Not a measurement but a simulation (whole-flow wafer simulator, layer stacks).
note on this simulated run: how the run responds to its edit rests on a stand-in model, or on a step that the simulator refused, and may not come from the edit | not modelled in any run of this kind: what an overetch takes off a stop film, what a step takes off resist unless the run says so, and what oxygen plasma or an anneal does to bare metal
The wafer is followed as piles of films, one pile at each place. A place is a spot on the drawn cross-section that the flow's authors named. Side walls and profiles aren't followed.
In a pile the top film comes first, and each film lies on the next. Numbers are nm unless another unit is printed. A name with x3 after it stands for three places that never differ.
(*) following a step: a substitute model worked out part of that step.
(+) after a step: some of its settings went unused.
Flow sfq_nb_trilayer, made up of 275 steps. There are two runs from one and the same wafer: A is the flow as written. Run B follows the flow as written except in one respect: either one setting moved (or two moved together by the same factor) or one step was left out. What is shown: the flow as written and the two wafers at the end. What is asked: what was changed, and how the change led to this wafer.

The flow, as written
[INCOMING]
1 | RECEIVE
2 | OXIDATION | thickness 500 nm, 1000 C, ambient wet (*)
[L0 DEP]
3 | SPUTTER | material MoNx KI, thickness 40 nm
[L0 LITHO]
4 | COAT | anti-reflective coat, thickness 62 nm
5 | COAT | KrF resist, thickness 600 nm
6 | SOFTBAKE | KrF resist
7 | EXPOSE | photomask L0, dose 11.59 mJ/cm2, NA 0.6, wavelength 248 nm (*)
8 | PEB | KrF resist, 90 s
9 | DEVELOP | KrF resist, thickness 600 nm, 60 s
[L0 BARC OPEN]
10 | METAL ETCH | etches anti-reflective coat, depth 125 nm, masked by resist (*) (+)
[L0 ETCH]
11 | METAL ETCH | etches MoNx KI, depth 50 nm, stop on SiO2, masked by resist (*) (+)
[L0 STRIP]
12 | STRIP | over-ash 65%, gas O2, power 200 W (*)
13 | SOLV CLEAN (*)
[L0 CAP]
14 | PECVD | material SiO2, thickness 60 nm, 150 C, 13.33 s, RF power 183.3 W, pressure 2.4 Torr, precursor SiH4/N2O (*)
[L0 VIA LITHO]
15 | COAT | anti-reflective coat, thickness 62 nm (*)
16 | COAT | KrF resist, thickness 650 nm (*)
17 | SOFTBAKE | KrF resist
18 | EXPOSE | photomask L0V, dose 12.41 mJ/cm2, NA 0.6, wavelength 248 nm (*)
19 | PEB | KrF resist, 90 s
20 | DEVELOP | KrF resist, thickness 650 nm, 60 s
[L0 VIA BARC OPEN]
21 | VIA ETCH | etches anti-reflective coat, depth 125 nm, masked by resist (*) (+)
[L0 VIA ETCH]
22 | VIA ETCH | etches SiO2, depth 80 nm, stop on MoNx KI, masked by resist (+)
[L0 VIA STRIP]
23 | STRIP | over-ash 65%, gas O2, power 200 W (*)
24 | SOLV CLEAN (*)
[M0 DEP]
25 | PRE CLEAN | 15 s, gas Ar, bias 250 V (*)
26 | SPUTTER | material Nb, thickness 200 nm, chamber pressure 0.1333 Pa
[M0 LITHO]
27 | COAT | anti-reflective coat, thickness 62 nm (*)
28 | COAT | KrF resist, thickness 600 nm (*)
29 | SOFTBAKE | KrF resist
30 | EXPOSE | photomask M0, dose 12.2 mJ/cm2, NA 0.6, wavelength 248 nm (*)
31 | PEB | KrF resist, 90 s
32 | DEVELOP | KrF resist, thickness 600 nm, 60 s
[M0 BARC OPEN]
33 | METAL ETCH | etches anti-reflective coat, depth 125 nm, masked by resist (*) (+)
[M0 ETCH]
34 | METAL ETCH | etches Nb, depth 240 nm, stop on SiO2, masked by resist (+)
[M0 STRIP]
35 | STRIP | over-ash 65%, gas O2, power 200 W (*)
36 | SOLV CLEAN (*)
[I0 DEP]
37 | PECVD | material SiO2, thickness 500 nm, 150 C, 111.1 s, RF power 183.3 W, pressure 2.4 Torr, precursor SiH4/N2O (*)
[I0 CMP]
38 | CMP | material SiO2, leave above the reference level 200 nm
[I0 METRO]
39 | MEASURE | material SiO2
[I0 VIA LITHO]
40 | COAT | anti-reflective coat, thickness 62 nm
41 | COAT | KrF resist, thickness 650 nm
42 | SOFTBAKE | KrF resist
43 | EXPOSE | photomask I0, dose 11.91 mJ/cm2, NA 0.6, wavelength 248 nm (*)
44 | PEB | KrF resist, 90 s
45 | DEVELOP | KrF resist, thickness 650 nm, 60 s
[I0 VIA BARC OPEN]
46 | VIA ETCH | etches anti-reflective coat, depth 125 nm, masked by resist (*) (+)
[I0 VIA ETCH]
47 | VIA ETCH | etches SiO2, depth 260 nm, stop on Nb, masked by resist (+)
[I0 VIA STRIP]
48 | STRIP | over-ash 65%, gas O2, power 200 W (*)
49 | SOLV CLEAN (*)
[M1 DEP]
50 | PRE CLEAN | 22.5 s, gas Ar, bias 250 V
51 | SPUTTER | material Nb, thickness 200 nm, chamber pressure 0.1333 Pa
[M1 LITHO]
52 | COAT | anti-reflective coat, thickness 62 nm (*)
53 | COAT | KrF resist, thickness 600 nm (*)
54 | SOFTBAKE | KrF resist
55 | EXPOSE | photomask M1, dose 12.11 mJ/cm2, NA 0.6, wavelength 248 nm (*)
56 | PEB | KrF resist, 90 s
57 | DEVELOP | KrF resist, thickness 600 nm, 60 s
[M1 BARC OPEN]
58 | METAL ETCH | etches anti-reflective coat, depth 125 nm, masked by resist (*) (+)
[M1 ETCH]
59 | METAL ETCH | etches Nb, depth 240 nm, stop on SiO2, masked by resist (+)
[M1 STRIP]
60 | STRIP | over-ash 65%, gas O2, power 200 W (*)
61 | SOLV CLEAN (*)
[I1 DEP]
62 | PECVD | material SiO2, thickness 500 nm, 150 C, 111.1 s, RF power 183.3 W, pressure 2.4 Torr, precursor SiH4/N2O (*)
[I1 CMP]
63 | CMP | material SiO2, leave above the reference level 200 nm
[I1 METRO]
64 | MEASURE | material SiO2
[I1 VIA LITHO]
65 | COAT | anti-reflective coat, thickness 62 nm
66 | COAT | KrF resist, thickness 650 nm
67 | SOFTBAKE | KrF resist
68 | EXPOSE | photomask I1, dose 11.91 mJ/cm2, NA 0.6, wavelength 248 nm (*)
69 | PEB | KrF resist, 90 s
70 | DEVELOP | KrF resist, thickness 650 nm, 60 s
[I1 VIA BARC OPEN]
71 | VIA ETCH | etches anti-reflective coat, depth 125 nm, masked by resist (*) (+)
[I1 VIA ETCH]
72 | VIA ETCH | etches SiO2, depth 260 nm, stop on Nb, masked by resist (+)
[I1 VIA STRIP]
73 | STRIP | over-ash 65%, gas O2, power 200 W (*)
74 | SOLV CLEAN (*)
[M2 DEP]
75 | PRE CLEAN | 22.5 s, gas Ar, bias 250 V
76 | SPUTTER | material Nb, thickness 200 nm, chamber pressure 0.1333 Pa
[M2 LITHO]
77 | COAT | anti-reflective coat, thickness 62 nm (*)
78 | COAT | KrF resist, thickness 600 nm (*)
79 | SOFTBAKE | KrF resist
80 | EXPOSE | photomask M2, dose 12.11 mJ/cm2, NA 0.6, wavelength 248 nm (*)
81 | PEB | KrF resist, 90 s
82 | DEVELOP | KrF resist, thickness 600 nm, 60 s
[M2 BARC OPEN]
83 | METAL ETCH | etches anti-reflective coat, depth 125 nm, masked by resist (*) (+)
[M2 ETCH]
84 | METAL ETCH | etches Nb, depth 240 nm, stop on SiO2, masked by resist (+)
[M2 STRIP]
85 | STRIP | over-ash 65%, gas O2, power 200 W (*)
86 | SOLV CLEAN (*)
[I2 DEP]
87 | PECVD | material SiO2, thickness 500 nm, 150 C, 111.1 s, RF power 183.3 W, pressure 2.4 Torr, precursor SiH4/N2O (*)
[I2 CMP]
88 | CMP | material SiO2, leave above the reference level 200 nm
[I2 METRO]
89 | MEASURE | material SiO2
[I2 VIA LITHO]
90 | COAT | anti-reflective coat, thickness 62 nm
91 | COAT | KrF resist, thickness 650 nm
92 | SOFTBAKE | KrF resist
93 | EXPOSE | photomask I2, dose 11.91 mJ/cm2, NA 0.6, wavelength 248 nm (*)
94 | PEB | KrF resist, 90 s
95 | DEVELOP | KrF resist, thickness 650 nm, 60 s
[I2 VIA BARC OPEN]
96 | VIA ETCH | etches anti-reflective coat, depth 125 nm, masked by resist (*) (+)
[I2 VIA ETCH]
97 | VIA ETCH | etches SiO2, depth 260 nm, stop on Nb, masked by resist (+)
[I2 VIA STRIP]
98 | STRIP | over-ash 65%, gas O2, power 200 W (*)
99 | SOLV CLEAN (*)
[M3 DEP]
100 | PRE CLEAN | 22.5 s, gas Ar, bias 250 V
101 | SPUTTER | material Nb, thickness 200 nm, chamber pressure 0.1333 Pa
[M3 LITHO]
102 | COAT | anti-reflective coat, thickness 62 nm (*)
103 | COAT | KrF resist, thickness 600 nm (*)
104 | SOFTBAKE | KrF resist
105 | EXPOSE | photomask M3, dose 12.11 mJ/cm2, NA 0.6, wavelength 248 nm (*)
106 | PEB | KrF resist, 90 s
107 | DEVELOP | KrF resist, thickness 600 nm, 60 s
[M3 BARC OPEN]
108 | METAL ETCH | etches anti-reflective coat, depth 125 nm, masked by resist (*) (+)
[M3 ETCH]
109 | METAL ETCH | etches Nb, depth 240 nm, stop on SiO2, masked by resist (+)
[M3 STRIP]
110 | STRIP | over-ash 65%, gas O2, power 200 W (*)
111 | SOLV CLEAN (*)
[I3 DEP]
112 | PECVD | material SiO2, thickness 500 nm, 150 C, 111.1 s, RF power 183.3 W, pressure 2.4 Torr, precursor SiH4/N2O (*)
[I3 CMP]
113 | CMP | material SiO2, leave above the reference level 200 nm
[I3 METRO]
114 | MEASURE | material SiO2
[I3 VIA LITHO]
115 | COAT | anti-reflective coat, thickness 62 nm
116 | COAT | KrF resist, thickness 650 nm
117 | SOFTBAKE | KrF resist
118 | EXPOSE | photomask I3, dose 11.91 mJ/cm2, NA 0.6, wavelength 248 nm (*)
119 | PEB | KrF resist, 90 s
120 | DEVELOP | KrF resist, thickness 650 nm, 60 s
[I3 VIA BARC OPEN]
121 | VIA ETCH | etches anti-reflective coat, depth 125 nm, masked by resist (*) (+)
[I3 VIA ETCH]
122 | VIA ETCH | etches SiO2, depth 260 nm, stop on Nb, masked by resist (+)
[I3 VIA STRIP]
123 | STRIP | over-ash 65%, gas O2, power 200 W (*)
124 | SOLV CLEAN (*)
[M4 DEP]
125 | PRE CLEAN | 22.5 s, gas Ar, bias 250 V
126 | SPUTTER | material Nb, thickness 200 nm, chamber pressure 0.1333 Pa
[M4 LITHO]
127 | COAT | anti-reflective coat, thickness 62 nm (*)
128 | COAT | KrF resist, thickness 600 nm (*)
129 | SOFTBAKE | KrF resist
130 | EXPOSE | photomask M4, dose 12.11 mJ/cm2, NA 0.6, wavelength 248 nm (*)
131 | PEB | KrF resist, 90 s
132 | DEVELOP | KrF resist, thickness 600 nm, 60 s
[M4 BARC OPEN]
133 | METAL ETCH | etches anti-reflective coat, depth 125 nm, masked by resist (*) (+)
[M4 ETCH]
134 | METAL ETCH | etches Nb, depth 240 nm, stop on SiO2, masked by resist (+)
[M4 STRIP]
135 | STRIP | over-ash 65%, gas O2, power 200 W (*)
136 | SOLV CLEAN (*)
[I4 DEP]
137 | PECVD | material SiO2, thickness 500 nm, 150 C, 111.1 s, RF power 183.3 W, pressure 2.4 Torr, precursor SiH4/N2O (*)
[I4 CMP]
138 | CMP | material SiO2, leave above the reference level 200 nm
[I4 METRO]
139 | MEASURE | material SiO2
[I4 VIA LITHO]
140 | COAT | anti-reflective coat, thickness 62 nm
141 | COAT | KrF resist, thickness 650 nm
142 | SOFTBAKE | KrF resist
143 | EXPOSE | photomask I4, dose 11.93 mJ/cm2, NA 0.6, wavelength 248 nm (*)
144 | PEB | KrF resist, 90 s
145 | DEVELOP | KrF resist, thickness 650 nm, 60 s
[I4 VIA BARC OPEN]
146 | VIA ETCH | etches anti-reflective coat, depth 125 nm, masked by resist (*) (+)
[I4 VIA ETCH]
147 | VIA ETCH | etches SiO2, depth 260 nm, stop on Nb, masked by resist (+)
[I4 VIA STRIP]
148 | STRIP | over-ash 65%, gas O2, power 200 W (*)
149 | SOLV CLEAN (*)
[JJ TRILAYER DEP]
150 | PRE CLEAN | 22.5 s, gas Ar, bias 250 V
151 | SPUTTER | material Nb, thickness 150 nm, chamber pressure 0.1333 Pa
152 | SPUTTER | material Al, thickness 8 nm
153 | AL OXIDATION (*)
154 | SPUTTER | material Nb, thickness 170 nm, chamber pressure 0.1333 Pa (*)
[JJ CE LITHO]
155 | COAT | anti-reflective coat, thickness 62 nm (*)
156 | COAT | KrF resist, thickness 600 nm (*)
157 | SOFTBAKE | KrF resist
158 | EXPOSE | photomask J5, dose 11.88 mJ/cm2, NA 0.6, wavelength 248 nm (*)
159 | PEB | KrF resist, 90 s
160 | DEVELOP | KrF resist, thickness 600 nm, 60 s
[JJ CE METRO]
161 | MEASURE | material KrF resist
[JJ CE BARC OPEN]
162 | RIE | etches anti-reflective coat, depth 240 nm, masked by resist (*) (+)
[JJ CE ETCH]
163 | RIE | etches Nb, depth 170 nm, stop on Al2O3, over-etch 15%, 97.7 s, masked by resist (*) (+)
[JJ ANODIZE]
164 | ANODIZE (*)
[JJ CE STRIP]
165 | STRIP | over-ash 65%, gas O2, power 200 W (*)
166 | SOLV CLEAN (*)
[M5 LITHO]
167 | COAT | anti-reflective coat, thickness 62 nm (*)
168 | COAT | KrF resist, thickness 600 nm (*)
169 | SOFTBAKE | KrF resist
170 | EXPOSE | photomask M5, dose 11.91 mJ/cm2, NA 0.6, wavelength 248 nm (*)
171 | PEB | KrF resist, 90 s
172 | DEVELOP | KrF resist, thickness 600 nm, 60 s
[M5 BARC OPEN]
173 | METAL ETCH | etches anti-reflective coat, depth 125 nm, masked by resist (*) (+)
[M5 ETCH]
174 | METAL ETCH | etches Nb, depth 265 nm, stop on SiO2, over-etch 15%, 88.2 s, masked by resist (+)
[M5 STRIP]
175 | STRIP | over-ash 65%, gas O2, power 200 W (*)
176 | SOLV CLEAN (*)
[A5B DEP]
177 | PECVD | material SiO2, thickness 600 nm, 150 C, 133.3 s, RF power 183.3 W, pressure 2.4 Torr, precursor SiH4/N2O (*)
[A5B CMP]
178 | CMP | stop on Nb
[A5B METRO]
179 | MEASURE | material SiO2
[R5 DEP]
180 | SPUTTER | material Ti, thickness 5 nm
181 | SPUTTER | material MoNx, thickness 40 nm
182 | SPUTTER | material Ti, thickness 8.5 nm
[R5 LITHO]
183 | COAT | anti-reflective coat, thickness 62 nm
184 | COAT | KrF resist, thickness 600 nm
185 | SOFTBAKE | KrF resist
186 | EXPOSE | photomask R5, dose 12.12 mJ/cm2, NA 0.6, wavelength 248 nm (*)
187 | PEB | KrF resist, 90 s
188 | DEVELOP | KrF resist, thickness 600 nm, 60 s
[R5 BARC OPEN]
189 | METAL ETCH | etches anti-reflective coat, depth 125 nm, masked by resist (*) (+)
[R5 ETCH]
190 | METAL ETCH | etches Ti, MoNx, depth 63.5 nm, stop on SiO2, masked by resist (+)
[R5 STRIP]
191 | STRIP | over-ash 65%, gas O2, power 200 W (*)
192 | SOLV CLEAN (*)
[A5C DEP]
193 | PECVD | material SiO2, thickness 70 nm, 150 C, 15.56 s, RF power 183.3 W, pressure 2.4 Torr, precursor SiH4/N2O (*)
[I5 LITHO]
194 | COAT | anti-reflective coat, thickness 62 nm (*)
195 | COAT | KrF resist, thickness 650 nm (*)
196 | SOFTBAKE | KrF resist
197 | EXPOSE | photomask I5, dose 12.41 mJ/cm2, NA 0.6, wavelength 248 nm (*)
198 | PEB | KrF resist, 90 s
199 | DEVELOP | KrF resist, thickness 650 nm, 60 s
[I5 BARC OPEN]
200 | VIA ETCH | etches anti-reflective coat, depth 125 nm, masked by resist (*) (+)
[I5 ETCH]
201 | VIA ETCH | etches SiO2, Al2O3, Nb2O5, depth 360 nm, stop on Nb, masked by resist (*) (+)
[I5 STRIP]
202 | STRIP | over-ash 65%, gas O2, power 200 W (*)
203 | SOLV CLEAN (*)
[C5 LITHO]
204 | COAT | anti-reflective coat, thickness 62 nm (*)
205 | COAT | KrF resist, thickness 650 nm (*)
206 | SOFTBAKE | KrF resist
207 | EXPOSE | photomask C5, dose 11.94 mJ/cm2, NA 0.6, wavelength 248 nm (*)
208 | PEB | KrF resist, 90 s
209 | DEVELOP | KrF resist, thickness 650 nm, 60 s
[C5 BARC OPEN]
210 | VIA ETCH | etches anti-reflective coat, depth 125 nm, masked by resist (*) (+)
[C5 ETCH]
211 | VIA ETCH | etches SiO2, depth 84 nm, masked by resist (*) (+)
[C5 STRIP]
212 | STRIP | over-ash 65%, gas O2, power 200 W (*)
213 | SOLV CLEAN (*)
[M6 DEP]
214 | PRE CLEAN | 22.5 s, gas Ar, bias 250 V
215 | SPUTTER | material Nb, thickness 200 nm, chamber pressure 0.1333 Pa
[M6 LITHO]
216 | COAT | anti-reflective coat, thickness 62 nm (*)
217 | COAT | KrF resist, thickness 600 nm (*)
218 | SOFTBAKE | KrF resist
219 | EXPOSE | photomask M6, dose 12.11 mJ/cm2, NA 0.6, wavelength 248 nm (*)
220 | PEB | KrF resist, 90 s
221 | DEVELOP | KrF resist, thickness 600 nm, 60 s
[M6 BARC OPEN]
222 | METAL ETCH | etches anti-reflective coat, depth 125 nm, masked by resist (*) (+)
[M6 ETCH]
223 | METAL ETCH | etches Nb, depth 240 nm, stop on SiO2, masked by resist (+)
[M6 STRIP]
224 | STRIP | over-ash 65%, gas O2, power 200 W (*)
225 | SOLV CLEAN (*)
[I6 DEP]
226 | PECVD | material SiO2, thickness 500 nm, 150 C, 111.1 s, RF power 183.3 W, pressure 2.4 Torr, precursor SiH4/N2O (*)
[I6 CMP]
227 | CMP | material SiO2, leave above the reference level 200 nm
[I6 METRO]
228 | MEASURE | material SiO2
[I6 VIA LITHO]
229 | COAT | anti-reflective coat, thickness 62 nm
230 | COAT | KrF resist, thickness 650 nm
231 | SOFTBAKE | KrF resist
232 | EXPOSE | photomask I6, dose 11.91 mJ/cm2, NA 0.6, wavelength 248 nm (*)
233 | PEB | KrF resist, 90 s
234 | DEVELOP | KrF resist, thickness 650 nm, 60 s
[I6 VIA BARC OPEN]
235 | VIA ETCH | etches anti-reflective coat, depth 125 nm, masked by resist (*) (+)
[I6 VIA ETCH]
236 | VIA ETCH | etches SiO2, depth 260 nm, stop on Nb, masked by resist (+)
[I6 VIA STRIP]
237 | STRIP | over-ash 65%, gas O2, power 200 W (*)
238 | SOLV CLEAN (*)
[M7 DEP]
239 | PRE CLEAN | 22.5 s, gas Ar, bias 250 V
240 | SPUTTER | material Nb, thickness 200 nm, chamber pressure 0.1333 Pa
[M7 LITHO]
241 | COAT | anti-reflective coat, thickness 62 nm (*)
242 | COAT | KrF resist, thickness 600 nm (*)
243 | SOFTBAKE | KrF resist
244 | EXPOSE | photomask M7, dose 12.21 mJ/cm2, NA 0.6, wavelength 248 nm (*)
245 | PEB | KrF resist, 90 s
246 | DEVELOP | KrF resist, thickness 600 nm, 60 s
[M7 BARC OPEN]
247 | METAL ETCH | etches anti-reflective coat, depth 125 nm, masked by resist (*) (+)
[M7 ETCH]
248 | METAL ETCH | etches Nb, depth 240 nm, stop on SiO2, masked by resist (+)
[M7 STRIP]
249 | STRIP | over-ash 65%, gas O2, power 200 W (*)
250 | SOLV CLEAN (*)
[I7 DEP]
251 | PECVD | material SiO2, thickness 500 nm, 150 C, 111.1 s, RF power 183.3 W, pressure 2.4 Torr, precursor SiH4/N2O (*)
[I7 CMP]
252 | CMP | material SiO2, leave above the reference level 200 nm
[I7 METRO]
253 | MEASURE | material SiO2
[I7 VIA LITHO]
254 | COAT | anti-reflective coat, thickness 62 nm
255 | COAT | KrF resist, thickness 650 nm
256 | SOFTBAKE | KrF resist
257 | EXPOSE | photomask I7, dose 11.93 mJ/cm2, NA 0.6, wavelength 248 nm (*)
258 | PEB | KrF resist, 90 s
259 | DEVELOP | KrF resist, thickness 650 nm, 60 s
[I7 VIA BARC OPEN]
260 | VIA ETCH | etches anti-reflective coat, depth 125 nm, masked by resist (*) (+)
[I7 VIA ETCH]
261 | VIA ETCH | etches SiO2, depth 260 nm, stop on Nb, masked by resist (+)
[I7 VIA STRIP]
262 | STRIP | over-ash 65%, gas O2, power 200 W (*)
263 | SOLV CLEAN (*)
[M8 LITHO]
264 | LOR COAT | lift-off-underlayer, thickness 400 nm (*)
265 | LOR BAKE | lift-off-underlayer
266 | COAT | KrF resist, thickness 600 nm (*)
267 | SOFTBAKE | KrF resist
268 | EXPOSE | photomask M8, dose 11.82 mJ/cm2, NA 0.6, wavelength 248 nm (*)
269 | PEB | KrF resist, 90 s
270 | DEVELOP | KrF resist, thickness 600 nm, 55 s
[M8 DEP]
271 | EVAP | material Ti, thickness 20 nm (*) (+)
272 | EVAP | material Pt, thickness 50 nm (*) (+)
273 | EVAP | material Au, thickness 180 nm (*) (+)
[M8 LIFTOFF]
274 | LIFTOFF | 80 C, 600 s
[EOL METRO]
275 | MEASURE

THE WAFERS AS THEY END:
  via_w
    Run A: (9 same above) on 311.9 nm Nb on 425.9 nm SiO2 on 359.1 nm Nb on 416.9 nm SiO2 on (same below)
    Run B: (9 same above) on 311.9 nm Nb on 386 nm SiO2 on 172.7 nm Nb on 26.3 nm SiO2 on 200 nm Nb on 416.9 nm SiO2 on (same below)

What caused this: step 97, VIA ETCH: depth 166 nm was run, though the flow has depth 260 nm.

Step by step, how the change led to this:
  97 | VIA ETCH | etches SiO2, depth 260 nm, stop on Nb, masked by resist (+)
      via_w: A SiO2 loses 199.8 (all of it) | B SiO2 loses 166
      field_l, v_sur, via_wl and 102 more: A KrF resist loses 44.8 | B KrF resist loses 28.6
  98 | STRIP | over-ash 65%, gas O2, power 200 W (*)
      field_l, v_sur, via_wl and 102 more: A KrF resist loses 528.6 (all of it), anti-reflective coat loses 62 (all of it) | B KrF resist loses 544.8 (all of it), anti-reflective coat loses 62 (all of it)
  100 | PRE CLEAN | 22.5 s, gas Ar, bias 250 V
      via_w: A Nb loses 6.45 | B SiO2 loses 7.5
  101 | SPUTTER | material Nb, thickness 200 nm, chamber pressure 0.1333 Pa
      via_w: A Nb gains 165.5 | B Nb gains 172.7 (new film)
  102 | COAT | anti-reflective coat, thickness 62 nm (*)
      via_w: A anti-reflective coat gains 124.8 (new film) | B anti-reflective coat gains 116.1 (new film)
  103 | COAT | KrF resist, thickness 600 nm (*)
      via_w: A KrF resist gains 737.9 (new film) | B KrF resist gains 711.5 (new film)
  110 | STRIP | over-ash 65%, gas O2, power 200 W (*)
      via_w: A KrF resist loses 520 (all of it), anti-reflective coat loses 124.8 (all of it) | B KrF resist loses 493.6 (all of it), anti-reflective coat loses 116.1 (all of it)
  112 | PECVD | material SiO2, thickness 500 nm, 150 C, 111.1 s, RF power 183.3 W, pressure 2.4 Torr, precursor SiH4/N2O (*)
      via_w: A SiO2 gains 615 (new film) | B SiO2 gains 550.5 (new film)
  113 | CMP | material SiO2, leave above the reference level 200 nm
      via_w: A SiO2 loses 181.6 | B SiO2 loses 157.1
If metal films that touch count as one body, via_w has 6 bodies (between them, from the top down: SiO2 192.5; SiO2 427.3 / Al2O3 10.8 / Nb2O5 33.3; SiO2 386; SiO2 26.3; SiO2 416.9); the flow as written gives 5 bodies (between them, from the top down: SiO2 192.5; SiO2 427.3 / Al2O3 10.8 / Nb2O5 33.3; SiO2 425.9; SiO2 416.9).
